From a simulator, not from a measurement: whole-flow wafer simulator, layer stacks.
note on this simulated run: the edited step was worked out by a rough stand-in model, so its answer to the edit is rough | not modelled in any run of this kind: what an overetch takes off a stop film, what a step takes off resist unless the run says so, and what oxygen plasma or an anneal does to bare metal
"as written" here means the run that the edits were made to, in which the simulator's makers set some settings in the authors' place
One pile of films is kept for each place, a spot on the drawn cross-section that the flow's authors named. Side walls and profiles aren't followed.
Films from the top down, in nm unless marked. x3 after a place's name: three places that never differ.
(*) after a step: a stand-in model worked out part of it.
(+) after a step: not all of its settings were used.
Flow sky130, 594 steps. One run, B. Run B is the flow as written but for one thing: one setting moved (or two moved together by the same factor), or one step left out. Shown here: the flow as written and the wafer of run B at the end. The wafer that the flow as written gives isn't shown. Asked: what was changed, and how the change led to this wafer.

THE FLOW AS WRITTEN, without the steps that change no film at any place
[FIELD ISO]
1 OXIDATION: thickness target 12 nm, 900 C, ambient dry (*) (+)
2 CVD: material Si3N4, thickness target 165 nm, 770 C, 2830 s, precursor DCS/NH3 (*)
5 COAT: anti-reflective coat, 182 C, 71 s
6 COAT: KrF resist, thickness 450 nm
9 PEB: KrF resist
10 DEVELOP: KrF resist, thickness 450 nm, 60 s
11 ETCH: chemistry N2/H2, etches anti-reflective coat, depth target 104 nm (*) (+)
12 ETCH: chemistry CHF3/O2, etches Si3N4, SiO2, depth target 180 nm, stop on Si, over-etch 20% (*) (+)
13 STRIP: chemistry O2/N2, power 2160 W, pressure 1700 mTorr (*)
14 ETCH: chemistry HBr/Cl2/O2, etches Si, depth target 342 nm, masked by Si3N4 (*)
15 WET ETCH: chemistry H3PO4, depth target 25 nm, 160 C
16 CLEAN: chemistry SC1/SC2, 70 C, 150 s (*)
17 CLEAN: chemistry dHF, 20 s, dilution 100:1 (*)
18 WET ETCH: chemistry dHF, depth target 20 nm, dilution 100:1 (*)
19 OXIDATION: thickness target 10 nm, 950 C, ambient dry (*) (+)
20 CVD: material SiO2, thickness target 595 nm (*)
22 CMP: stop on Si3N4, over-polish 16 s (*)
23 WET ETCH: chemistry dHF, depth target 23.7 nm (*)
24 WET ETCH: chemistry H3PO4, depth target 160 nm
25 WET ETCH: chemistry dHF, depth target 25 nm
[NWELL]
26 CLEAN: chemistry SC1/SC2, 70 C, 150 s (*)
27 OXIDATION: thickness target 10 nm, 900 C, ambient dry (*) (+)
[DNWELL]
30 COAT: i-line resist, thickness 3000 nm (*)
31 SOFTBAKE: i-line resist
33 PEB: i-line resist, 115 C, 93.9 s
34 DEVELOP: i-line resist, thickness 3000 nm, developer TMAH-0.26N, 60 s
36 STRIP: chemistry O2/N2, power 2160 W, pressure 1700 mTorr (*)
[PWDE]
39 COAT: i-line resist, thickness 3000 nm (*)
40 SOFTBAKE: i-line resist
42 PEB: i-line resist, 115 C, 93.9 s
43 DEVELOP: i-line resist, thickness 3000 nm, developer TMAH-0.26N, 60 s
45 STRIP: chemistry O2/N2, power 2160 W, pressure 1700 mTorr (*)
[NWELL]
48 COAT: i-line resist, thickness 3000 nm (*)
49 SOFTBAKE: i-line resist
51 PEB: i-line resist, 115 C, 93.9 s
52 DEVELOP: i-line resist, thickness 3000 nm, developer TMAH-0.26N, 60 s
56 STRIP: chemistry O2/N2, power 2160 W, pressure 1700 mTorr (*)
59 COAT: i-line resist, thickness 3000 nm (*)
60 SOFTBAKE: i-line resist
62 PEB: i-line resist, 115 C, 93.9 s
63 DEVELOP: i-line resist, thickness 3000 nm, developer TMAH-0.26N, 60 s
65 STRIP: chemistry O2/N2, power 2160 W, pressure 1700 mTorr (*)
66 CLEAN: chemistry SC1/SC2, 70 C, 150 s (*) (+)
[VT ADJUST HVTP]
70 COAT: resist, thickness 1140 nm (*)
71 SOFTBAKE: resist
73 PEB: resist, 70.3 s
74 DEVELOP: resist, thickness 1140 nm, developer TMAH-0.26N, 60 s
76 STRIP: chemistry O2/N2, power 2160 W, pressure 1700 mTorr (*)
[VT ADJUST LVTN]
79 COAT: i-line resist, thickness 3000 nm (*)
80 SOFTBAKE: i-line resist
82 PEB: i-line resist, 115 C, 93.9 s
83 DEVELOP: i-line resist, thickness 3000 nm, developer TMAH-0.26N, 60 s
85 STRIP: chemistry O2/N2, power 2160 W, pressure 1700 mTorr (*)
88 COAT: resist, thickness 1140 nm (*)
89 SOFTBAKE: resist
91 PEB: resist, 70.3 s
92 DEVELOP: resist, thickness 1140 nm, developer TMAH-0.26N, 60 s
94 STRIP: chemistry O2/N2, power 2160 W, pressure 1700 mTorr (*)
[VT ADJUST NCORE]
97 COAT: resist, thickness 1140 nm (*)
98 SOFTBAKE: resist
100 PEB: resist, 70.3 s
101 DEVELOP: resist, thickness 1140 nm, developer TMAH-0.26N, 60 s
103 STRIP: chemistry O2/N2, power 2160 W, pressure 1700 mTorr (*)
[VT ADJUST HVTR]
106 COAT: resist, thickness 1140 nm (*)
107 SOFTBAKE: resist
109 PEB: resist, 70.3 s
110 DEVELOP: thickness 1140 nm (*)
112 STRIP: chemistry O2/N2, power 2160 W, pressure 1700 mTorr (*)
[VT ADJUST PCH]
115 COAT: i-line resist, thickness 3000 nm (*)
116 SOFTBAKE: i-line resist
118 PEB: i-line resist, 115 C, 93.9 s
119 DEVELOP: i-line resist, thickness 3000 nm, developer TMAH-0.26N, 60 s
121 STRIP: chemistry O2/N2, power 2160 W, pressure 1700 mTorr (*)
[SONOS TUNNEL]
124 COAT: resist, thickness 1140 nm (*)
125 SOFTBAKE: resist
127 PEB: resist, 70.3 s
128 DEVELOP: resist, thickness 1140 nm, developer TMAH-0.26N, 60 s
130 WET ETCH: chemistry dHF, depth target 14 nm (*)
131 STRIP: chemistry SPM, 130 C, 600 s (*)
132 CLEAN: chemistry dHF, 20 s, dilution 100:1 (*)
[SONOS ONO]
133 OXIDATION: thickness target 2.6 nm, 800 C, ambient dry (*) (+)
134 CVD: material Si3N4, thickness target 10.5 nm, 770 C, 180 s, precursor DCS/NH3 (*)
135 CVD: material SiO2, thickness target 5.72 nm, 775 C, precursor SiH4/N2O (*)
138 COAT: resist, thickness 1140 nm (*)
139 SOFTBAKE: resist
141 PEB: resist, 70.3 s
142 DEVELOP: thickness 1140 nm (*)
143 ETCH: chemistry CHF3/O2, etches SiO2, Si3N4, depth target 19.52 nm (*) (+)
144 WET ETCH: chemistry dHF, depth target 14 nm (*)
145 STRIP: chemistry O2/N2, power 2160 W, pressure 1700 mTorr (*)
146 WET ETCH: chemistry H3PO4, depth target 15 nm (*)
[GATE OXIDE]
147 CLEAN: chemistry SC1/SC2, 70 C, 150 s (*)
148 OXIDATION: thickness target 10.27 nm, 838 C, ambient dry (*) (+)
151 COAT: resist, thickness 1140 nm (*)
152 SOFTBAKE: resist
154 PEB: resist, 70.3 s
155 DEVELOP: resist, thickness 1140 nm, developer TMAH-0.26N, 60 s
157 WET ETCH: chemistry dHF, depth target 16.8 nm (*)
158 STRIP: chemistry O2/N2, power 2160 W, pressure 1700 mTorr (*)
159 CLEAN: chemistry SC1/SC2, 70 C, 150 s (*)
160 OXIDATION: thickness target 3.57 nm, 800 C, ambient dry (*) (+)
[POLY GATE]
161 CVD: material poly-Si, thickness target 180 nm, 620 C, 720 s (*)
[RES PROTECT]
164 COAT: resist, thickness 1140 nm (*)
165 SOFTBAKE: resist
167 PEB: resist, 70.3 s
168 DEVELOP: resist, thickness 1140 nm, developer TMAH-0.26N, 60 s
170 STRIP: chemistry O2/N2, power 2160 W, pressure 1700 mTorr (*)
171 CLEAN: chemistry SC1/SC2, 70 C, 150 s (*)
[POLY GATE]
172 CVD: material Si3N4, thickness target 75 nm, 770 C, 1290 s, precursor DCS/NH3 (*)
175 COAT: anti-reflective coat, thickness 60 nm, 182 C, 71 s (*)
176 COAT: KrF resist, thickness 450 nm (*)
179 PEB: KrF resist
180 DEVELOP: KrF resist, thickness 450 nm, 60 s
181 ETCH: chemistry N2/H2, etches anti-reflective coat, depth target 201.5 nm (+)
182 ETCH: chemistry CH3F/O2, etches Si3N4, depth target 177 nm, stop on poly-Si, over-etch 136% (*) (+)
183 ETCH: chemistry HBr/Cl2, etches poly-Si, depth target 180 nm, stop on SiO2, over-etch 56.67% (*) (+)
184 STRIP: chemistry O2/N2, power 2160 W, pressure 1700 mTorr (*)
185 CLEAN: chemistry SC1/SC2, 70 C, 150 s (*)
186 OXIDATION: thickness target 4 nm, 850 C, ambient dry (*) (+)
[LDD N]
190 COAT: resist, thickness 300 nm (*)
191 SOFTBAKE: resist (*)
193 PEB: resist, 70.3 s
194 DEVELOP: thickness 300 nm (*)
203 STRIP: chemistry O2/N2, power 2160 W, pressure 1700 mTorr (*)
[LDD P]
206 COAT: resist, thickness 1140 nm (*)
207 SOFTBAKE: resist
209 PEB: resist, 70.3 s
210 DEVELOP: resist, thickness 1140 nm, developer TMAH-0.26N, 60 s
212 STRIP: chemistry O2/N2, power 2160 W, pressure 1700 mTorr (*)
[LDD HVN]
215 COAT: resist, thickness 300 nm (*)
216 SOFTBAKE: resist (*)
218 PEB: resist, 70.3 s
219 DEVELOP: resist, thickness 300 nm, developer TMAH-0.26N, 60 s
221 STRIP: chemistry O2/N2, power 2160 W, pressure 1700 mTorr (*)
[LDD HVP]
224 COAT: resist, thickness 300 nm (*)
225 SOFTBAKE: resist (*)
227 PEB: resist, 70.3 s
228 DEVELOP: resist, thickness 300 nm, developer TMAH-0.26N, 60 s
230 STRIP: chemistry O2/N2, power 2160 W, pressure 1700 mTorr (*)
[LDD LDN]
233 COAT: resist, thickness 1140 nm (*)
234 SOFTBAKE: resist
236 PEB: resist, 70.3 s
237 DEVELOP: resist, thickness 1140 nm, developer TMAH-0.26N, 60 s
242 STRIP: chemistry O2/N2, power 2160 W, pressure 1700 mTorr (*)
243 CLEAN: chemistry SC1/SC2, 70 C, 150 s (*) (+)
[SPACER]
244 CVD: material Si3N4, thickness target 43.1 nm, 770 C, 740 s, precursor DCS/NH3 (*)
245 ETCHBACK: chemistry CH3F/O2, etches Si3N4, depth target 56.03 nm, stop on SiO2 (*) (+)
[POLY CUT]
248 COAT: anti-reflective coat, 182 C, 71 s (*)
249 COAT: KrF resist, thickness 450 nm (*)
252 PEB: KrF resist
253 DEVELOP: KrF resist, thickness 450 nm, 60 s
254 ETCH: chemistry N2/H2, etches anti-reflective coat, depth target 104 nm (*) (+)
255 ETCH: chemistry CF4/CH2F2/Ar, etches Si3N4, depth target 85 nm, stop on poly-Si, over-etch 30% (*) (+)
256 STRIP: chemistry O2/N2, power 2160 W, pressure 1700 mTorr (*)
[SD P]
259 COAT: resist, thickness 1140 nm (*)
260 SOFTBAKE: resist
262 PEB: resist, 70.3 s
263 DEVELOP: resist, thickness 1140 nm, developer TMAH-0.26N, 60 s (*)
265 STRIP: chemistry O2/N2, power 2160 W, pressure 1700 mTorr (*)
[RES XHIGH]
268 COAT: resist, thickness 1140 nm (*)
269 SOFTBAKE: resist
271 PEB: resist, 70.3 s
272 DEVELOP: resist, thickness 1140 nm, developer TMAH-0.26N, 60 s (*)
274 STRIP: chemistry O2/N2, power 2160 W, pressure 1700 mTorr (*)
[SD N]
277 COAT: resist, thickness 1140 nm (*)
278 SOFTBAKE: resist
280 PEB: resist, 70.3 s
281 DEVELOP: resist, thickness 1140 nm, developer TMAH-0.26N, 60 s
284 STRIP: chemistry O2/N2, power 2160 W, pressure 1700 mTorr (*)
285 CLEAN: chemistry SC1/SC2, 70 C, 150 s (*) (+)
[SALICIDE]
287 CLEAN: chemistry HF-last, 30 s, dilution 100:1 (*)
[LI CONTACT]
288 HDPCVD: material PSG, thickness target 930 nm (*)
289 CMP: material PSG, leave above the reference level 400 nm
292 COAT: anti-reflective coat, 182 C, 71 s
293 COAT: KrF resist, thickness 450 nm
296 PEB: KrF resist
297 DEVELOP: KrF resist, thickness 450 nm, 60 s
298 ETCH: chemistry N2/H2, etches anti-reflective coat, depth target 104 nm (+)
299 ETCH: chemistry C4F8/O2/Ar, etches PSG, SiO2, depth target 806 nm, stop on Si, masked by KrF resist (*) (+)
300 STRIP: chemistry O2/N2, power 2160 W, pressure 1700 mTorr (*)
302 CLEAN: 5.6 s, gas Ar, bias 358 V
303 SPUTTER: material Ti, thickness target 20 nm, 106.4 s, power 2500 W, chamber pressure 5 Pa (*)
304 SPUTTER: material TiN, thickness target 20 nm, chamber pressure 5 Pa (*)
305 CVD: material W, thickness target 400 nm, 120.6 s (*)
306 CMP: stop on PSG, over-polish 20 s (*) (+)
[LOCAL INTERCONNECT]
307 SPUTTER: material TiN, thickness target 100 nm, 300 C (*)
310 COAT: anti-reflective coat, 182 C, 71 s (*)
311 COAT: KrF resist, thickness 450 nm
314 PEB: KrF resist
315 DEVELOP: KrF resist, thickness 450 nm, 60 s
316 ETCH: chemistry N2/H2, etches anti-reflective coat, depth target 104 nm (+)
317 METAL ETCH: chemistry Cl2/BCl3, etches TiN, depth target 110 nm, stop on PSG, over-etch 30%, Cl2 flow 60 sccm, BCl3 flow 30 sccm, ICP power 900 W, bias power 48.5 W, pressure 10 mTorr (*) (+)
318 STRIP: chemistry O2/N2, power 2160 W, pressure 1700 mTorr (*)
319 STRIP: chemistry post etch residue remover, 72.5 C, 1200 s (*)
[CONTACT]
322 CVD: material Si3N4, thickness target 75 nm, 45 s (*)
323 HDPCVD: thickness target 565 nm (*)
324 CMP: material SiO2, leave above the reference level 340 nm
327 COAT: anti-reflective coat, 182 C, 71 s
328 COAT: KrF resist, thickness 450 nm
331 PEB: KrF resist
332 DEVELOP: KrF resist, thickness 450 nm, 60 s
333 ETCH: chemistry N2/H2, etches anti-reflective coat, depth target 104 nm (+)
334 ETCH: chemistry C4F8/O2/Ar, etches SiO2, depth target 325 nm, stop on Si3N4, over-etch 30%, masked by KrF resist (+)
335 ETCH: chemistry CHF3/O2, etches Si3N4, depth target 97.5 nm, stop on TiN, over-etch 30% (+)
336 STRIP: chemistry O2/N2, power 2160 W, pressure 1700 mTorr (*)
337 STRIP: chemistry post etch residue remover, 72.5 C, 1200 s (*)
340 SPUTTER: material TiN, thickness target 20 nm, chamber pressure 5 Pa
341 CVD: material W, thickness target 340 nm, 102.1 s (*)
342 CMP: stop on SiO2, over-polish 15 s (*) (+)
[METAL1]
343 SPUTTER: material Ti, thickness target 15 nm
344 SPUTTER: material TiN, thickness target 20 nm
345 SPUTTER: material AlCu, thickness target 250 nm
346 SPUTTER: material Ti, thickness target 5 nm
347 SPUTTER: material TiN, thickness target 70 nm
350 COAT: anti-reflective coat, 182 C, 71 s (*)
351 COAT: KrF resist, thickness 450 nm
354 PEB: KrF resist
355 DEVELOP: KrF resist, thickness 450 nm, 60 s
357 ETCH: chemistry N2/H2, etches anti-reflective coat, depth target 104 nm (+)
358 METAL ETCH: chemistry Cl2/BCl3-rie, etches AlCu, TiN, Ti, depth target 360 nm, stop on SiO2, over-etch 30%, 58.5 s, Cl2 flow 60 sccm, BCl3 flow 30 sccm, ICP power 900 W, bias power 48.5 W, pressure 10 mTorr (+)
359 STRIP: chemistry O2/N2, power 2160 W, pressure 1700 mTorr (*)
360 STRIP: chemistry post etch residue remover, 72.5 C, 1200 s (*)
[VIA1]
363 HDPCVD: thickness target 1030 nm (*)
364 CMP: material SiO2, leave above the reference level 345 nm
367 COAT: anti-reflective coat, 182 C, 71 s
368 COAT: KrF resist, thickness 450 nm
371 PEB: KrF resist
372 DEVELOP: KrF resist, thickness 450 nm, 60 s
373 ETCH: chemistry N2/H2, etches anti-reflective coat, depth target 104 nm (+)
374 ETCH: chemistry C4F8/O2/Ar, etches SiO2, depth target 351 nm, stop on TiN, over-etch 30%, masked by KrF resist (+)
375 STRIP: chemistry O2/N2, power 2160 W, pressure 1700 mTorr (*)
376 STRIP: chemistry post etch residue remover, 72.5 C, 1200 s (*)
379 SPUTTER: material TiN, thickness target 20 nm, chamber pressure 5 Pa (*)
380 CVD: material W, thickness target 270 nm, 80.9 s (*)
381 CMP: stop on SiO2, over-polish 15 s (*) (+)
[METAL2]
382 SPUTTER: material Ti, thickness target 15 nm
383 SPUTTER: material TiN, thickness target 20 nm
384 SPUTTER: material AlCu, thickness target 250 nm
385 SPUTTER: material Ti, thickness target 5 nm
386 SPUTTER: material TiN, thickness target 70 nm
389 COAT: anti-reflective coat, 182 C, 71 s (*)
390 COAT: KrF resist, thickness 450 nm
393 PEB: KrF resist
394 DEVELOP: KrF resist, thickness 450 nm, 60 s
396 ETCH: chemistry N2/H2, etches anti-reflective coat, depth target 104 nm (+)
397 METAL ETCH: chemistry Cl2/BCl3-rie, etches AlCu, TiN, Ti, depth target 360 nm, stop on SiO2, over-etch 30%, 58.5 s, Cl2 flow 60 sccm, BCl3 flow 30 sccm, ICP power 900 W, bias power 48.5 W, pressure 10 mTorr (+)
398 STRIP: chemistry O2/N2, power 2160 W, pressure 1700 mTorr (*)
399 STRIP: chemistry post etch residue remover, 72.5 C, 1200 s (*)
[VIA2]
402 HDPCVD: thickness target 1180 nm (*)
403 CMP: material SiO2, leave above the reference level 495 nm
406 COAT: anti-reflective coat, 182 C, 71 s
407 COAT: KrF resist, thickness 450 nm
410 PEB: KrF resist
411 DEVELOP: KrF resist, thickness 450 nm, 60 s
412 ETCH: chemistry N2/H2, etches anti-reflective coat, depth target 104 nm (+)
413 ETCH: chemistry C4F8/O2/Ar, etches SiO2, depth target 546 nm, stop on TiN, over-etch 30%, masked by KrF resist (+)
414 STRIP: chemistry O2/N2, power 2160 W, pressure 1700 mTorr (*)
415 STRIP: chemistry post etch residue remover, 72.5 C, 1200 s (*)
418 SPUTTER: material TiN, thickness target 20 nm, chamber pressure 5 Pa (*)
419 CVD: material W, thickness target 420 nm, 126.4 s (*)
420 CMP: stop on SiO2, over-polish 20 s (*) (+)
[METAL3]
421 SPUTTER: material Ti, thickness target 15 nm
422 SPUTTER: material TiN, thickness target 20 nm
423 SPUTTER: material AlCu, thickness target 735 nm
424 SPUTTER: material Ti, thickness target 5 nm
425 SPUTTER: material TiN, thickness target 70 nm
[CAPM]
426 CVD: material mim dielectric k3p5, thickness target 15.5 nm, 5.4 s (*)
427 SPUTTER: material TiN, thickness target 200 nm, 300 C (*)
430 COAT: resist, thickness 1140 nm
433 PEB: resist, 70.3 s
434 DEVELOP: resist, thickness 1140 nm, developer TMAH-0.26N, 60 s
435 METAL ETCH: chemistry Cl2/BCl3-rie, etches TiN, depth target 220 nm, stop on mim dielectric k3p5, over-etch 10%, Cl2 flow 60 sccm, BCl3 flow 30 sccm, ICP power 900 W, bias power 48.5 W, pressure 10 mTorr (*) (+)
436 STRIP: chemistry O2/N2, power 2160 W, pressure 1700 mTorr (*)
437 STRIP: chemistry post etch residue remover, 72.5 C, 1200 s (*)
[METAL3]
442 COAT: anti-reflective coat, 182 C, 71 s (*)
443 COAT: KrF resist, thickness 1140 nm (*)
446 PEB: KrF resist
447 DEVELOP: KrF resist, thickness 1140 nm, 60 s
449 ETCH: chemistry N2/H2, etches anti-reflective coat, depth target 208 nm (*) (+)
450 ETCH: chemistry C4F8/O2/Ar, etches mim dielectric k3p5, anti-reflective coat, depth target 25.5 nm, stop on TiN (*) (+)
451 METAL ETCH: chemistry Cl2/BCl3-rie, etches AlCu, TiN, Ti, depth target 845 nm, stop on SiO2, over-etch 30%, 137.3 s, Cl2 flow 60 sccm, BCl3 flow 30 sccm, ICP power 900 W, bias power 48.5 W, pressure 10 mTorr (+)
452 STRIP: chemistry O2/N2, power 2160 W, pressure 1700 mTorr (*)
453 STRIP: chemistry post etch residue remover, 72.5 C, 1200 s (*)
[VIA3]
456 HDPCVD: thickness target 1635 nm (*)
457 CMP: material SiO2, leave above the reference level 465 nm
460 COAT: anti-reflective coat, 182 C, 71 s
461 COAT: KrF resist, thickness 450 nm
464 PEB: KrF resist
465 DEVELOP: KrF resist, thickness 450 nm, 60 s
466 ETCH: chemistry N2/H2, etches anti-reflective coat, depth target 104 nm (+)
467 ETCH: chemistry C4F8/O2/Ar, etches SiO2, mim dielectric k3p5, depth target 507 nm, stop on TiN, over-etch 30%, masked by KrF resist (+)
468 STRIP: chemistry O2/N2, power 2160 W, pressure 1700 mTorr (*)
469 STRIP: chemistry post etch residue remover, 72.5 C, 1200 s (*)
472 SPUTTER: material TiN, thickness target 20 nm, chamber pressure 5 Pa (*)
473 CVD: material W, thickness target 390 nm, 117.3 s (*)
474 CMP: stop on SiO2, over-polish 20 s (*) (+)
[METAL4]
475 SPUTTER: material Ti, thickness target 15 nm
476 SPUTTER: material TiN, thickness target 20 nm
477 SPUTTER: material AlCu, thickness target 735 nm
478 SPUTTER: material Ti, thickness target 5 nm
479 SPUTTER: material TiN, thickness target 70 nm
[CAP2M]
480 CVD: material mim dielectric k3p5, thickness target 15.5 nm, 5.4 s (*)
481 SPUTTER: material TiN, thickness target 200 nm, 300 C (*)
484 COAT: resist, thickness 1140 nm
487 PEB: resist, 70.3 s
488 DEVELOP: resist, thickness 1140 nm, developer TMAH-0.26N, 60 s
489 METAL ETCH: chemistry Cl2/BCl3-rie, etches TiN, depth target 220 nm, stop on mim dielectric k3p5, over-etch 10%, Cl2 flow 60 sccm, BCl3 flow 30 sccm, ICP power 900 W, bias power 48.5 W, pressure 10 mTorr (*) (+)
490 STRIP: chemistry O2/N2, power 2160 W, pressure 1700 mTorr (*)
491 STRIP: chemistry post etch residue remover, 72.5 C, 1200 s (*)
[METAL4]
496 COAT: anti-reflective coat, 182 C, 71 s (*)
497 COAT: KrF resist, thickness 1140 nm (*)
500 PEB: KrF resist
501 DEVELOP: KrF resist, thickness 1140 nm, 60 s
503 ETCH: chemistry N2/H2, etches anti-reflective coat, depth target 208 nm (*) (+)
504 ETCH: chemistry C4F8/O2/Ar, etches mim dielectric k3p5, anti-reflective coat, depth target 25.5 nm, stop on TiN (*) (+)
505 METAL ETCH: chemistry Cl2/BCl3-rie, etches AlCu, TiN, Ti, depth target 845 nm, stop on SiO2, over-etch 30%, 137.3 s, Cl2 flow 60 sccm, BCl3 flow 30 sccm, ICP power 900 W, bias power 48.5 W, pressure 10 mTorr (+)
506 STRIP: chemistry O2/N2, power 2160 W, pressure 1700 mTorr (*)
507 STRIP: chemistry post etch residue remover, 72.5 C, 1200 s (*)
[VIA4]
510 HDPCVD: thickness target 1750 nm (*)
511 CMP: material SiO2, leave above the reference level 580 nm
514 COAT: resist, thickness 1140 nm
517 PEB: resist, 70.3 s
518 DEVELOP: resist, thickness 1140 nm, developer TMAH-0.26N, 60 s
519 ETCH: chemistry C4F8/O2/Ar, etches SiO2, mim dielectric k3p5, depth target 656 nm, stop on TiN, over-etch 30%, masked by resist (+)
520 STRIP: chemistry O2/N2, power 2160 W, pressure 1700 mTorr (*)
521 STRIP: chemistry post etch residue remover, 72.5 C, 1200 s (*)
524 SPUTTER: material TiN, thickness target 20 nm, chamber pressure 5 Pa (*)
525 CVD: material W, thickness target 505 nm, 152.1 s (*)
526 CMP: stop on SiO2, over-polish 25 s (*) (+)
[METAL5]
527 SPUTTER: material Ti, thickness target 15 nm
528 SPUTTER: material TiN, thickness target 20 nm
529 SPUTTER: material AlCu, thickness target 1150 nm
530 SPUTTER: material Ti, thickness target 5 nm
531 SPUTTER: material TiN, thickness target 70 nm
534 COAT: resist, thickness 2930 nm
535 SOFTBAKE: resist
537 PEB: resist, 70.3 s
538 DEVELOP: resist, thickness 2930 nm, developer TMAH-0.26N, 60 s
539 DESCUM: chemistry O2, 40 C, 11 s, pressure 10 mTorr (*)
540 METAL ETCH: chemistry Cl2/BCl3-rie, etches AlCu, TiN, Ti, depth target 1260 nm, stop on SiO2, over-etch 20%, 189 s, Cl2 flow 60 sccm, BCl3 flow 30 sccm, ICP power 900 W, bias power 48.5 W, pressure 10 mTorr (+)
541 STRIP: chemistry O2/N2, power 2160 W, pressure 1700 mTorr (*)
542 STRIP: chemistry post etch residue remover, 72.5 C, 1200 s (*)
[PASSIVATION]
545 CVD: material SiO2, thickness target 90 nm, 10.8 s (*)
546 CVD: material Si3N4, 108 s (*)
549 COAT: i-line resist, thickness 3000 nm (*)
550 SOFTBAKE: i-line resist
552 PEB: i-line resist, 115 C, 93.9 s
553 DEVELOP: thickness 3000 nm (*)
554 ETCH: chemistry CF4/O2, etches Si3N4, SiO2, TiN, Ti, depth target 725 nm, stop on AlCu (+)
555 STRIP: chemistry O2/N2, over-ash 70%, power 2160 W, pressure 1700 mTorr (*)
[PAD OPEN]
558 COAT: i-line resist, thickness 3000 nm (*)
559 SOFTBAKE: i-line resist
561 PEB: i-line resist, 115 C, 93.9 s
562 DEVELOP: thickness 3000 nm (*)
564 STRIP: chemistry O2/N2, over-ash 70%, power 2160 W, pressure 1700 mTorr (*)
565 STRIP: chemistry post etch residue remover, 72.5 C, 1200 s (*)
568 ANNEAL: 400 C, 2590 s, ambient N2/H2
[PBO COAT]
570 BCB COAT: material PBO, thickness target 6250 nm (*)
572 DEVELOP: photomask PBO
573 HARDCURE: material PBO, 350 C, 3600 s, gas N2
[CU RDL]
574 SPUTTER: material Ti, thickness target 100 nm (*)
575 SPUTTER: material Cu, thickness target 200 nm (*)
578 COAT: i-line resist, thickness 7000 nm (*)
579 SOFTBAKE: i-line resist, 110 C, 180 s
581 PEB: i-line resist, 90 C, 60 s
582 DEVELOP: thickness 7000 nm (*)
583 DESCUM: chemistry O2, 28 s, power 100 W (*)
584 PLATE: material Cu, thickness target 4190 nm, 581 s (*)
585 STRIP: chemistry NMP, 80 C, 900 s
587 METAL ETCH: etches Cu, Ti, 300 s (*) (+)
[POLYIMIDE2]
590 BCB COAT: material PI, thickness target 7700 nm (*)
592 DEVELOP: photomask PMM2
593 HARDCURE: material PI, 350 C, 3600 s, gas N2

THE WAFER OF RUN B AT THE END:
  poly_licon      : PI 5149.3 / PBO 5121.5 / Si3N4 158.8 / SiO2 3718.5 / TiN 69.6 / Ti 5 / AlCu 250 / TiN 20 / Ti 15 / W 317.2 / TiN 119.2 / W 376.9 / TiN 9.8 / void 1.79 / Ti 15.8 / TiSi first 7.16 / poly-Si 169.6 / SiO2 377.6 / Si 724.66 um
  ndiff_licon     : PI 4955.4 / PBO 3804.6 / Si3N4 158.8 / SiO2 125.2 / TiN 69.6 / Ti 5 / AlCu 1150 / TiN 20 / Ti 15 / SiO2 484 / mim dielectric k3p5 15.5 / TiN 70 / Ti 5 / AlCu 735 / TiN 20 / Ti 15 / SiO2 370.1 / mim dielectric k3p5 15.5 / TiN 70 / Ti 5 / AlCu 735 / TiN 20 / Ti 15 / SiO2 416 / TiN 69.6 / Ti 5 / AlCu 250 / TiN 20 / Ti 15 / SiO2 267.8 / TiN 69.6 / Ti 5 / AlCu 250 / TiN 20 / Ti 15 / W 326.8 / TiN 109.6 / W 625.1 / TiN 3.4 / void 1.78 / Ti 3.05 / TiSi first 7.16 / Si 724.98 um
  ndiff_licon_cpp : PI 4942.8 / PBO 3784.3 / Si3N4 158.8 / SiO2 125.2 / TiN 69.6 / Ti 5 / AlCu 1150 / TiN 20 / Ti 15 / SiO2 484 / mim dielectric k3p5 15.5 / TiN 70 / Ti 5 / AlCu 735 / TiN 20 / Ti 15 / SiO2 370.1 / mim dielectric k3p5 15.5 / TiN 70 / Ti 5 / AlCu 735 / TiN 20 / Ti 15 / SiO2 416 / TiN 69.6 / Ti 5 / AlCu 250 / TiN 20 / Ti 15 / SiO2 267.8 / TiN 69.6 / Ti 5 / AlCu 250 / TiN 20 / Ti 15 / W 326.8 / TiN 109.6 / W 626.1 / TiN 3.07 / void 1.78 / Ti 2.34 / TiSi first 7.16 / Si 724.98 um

The cause: step 304, SPUTTER: thickness target 9.8 nm was run, where the flow has thickness target 20 nm.
It can be read off the wafer: poly_licon has TiN 9.8, and step 304 as written asks for 20 nm.

How the change led to this, step by step:
  304 SPUTTER: material TiN, thickness target 20 nm, chamber pressure 5 Pa (*)
      field, active, n_well and 185 more: TiN +9.8 (new film) (as written it would be: TiN +20 (new film))
      ndiff_licon: TiN +3.4 (new film) (as written it would be: TiN +6.83 (new film))
      (and at 2 more places)
  306 CMP: stop on PSG, over-polish 20 s (*) (+)
      field, active, n_well and 184 more: W -400 (all of it), TiN -9.8 (all of it), Ti -20 (all of it), PSG -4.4 (as written it would be: W -400 (all of it), TiN -20 (all of it), Ti -20 (all of it), PSG -4.4)
      ndiff_licon, ndiff_licon_cpp, rpo_hd_licon: W -434.7 (as written it would be: W -444.9)
      (and at 1 more place)
